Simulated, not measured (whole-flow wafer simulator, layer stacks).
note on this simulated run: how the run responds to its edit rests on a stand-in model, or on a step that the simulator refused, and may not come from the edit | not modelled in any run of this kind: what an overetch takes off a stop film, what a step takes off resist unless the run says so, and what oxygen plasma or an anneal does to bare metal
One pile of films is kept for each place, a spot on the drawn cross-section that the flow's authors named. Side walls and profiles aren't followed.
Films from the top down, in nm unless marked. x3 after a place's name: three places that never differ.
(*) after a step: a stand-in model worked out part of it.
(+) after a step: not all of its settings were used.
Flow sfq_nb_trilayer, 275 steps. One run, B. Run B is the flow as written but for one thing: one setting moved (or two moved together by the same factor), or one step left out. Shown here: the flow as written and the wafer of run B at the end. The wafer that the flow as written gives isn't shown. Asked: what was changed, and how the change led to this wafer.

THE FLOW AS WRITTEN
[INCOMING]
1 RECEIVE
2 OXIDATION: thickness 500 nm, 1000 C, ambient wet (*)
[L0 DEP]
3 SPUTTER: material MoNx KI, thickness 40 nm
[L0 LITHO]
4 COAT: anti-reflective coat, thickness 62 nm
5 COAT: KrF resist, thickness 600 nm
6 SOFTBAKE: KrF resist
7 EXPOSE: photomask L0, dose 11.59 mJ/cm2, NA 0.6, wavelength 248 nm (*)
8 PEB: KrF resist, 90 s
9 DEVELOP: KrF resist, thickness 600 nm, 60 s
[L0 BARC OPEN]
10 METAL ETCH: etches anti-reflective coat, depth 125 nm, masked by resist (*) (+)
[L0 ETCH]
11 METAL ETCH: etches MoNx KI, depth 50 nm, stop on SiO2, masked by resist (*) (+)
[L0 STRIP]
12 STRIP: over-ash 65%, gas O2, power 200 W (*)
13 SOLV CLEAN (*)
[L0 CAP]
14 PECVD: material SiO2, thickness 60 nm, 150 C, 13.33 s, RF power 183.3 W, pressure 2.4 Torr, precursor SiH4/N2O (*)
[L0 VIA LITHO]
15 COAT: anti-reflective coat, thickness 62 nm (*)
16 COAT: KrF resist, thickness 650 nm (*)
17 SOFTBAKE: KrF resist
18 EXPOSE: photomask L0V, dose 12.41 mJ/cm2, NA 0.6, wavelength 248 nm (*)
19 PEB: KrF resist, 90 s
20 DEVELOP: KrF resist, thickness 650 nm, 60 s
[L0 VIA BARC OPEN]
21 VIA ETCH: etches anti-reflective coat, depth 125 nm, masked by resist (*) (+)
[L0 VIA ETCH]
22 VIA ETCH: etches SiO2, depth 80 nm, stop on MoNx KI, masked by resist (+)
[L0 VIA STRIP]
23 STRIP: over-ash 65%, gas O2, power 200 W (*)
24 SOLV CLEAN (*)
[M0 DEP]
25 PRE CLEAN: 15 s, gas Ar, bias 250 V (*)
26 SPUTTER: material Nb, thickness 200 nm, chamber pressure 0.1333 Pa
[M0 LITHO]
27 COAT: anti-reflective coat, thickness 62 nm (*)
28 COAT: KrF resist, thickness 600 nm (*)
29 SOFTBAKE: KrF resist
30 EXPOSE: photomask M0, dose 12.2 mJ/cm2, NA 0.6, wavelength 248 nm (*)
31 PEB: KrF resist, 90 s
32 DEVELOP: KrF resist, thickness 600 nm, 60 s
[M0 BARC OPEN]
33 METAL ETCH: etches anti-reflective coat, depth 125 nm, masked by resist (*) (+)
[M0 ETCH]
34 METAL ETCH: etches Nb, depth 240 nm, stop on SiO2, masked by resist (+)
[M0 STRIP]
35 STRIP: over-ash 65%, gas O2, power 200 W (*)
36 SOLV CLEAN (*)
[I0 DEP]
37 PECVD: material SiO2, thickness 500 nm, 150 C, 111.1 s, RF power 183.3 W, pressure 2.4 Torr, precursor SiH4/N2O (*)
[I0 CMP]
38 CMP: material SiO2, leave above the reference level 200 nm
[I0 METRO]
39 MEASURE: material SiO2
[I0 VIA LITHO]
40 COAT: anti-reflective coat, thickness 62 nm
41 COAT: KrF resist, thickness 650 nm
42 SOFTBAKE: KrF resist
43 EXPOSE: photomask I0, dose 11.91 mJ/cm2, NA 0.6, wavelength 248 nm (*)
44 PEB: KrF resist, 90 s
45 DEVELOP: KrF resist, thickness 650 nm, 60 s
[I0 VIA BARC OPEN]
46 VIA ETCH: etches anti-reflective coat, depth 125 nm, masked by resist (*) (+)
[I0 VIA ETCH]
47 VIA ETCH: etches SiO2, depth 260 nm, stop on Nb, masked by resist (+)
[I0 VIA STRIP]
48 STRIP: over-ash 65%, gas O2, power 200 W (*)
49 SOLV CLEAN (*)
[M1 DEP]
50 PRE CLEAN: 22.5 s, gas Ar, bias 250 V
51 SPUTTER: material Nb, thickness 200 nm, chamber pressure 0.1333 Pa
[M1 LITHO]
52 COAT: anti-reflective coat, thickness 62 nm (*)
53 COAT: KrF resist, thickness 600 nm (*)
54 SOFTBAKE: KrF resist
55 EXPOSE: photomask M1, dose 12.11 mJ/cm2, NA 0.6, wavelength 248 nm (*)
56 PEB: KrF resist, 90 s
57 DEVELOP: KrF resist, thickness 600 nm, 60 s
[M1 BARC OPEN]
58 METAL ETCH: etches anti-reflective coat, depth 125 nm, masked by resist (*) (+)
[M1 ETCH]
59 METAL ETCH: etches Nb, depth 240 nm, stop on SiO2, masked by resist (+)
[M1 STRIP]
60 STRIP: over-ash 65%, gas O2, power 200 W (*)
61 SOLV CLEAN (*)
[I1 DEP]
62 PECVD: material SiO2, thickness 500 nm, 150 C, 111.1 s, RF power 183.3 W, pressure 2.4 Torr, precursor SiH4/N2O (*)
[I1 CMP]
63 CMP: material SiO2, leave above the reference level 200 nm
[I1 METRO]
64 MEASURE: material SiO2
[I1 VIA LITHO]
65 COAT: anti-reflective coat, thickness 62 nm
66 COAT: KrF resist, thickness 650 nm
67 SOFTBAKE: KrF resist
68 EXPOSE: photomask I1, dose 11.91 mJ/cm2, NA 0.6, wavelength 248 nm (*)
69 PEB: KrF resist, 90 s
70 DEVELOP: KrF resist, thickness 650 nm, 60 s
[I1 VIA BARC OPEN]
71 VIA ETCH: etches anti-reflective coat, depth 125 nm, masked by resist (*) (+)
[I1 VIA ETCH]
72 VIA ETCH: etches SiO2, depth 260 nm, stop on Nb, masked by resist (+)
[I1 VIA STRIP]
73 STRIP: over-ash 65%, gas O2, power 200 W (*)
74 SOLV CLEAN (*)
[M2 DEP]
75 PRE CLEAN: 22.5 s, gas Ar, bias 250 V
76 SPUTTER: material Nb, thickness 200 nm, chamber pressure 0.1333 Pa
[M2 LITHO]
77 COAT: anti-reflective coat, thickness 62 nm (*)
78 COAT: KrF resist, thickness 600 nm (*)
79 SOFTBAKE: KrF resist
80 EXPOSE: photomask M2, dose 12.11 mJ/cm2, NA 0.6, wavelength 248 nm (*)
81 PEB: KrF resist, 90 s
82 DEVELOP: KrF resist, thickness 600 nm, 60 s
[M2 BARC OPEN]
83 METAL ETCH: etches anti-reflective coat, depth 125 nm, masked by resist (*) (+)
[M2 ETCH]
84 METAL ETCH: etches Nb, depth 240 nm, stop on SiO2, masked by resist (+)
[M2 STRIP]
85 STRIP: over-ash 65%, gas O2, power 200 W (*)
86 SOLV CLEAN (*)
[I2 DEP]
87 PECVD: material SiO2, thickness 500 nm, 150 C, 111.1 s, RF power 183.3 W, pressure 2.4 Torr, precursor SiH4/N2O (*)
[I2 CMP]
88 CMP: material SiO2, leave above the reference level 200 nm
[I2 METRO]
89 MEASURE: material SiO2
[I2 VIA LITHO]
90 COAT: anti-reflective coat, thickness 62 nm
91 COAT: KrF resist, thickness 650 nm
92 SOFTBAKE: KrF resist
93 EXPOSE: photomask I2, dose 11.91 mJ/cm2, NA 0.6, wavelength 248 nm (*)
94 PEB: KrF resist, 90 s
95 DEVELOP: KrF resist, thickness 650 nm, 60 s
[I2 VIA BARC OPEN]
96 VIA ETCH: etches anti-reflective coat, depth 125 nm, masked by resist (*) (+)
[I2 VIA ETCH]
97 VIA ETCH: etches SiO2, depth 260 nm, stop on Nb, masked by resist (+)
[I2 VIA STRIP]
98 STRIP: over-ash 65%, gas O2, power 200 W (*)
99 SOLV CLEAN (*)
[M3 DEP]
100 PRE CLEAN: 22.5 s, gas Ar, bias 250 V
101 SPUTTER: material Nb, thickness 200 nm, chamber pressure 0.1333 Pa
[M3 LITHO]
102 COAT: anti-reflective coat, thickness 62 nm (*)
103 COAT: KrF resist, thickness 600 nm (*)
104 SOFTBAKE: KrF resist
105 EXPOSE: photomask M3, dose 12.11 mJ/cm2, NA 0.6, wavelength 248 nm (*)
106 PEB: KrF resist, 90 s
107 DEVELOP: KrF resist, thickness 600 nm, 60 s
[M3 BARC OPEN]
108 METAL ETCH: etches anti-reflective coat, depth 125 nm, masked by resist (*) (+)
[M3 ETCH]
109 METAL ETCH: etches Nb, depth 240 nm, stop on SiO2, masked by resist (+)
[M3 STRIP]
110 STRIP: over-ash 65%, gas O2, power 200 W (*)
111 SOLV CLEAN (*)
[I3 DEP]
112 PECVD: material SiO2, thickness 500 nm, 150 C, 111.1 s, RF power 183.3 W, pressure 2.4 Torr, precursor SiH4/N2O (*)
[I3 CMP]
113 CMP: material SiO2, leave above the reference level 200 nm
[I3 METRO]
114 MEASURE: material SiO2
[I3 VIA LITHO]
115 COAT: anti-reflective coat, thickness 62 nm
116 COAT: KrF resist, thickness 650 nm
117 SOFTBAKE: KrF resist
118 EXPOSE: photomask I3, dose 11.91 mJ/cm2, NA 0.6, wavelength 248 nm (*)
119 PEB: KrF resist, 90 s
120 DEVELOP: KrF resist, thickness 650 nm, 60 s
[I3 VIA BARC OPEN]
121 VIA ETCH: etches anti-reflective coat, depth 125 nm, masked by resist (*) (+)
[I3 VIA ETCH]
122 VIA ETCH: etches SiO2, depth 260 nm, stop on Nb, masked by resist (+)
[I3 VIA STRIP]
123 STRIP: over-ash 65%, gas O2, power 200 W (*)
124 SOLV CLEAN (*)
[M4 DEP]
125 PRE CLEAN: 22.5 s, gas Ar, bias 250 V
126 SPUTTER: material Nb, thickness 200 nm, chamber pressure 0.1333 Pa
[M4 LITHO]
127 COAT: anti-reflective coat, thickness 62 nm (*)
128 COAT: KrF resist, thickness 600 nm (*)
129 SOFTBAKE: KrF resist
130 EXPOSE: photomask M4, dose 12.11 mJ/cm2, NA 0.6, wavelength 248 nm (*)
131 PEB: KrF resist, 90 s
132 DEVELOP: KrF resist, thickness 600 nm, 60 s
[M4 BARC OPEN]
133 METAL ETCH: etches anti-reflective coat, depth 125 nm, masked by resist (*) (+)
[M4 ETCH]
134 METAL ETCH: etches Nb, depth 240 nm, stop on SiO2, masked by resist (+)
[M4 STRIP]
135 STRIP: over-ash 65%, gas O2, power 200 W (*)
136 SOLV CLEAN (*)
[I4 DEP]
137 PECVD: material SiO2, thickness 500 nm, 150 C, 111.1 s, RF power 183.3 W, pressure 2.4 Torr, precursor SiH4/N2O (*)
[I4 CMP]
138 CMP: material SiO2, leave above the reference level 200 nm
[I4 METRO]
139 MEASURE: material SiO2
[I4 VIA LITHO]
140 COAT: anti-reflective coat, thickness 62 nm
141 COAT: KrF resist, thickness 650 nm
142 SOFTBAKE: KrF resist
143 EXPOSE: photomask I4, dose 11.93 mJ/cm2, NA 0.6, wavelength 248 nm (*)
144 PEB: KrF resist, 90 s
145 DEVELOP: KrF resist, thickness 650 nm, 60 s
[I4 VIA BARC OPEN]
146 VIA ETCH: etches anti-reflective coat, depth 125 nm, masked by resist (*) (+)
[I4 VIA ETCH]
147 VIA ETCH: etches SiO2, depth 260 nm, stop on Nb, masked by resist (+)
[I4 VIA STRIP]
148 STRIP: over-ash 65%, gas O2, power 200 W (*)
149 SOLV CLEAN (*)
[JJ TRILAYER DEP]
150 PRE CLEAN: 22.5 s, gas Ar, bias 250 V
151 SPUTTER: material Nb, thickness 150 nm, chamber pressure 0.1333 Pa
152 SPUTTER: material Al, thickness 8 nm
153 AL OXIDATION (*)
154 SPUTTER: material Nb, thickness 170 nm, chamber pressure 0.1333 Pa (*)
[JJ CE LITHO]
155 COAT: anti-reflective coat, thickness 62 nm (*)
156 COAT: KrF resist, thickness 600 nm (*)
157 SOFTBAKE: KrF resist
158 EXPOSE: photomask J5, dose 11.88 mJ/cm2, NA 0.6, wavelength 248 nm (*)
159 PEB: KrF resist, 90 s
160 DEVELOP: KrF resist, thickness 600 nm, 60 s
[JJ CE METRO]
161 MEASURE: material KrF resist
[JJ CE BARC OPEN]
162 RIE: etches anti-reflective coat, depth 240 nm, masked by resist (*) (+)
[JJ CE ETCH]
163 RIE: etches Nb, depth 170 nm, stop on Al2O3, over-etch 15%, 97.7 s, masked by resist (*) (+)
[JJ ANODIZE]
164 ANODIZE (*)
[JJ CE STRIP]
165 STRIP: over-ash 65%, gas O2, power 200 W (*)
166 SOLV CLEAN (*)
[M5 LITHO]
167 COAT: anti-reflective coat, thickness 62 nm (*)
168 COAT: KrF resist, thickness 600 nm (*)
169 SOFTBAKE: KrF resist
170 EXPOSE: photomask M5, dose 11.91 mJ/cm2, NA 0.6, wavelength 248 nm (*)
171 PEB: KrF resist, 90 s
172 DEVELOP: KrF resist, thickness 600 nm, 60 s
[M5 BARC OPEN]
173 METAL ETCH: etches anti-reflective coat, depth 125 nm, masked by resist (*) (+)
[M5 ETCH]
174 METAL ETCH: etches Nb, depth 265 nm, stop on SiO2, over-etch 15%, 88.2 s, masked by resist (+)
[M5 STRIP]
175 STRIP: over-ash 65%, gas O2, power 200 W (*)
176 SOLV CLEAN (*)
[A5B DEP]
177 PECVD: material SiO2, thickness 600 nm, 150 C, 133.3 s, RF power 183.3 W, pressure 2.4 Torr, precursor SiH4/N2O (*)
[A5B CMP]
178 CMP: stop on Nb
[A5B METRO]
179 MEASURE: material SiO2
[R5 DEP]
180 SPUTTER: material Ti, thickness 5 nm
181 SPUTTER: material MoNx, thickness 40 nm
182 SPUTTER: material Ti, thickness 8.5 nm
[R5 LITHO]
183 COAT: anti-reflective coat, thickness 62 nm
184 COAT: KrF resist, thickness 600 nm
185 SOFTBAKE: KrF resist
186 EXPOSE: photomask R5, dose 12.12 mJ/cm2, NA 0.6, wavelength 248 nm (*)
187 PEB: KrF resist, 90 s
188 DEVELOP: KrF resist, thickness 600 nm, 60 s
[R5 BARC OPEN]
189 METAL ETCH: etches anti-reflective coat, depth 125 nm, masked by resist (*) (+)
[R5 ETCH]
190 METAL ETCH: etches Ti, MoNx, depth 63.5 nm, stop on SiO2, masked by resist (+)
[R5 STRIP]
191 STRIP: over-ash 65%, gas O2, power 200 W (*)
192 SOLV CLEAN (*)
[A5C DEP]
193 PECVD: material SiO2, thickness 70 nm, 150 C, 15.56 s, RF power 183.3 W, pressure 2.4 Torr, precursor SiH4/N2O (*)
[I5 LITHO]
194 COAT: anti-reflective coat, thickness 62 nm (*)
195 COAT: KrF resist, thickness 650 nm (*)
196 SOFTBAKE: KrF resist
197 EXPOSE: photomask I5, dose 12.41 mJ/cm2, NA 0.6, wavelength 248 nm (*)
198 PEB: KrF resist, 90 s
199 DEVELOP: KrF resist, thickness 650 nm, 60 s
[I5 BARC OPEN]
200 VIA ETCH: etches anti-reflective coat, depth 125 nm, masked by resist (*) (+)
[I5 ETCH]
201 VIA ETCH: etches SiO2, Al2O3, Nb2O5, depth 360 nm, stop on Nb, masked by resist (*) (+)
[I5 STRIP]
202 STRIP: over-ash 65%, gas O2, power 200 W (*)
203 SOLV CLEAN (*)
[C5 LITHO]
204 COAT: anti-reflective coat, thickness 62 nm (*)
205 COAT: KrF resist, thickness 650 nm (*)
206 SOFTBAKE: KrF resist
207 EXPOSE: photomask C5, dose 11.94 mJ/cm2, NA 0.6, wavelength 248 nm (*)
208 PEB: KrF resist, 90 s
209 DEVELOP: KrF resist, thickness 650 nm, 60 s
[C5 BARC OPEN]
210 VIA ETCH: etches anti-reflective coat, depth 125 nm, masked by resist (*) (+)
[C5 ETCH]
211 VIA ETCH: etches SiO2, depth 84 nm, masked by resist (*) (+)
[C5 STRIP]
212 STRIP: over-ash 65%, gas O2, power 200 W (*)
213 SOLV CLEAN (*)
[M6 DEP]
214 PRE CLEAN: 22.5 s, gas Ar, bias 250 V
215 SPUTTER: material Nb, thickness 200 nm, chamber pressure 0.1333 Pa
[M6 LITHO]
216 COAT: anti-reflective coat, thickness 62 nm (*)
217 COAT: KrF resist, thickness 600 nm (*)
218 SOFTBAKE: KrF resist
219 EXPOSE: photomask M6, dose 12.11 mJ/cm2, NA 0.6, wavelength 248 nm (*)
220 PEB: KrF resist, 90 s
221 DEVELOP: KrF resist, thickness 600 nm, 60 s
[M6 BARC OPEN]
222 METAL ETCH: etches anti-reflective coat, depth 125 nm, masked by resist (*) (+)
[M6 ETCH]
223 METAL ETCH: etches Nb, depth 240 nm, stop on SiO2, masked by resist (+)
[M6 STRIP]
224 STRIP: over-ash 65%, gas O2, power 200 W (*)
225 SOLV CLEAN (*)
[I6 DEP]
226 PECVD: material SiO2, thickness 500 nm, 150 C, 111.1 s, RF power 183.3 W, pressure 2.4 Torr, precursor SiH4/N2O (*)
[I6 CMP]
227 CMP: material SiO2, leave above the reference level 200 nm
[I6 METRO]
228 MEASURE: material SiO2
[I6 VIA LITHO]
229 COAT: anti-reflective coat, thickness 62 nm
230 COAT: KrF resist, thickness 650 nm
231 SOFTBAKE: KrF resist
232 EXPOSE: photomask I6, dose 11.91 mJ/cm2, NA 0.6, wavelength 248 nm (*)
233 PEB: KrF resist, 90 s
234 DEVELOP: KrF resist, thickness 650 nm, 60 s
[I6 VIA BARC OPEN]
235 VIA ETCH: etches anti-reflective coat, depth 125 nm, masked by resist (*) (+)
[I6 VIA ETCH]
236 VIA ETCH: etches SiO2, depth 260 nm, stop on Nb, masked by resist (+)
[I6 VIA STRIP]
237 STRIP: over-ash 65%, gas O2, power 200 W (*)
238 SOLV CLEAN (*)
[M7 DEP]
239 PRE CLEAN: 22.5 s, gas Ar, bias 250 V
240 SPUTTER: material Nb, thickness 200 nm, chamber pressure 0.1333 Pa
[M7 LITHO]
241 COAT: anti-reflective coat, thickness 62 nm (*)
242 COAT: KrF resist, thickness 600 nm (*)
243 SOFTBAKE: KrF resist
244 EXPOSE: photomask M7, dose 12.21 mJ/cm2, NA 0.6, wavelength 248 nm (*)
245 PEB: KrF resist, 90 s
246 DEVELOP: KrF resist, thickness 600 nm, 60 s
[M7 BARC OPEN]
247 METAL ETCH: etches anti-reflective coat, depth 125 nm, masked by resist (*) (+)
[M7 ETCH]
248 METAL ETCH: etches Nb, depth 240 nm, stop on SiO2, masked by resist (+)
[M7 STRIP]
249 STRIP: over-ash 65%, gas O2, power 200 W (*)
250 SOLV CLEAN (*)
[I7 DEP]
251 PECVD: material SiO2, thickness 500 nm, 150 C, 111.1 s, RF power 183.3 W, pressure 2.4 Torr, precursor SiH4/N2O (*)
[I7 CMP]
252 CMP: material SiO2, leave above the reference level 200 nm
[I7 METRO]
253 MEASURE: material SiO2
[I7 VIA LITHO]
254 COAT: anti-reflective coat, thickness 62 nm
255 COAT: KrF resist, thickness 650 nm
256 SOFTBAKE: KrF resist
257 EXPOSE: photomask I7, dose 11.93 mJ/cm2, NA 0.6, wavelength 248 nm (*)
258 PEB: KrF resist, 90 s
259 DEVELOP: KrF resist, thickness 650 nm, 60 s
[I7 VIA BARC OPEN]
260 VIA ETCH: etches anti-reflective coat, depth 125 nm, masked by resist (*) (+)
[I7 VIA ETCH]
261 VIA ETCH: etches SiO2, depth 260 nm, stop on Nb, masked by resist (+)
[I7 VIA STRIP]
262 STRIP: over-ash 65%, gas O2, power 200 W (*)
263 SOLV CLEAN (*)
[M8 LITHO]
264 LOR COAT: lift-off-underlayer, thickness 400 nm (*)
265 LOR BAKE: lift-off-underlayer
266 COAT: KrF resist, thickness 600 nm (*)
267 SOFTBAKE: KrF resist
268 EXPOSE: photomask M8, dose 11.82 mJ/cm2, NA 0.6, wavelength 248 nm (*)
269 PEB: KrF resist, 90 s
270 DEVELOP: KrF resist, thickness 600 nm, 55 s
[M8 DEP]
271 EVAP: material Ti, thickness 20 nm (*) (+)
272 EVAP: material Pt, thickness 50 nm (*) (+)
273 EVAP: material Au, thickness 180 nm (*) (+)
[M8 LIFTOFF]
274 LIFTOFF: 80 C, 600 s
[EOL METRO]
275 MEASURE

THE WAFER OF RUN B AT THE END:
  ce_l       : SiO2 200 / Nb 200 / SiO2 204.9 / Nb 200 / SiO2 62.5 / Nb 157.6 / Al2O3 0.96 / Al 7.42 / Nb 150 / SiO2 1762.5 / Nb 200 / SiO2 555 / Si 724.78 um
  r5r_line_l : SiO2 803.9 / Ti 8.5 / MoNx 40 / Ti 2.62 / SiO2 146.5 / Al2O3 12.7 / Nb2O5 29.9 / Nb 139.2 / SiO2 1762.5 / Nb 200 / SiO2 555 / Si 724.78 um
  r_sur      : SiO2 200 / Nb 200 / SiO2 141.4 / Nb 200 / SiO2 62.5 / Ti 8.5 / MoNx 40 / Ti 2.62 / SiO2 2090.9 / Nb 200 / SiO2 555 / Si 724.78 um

The cause: step 180, SPUTTER: thickness 2.62 nm was run, where the flow has thickness 5 nm.
It can be read off the wafer: r5r_line_l has Ti 2.62, and step 180 as written asks for 5 nm.

How the change led to this, step by step:
  180 SPUTTER: material Ti, thickness 5 nm
      field_l, v_sur, via_wl and 103 more: Ti +2.62 (new film) (as written it would be: Ti +5 (new film))
  190 METAL ETCH: etches Ti, MoNx, depth 63.5 nm, stop on SiO2, masked by resist (+)
      field_l, v_sur, via_wl and 92 more: Ti -8.5 (all of it), MoNx -40 (all of it), Ti -2.62 (all of it) (as written it would be: Ti -8.5 (all of it), MoNx -40 (all of it), Ti -5 (all of it))
      ce_l, c5j, ce_r, wl_jj: Ti -8.5 (all of it), MoNx -40 (all of it), Ti -2.62 (all of it), Nb -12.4 (as written it would be: Ti -8.5 (all of it), MoNx -40 (all of it), Ti -5 (all of it), Nb -10)
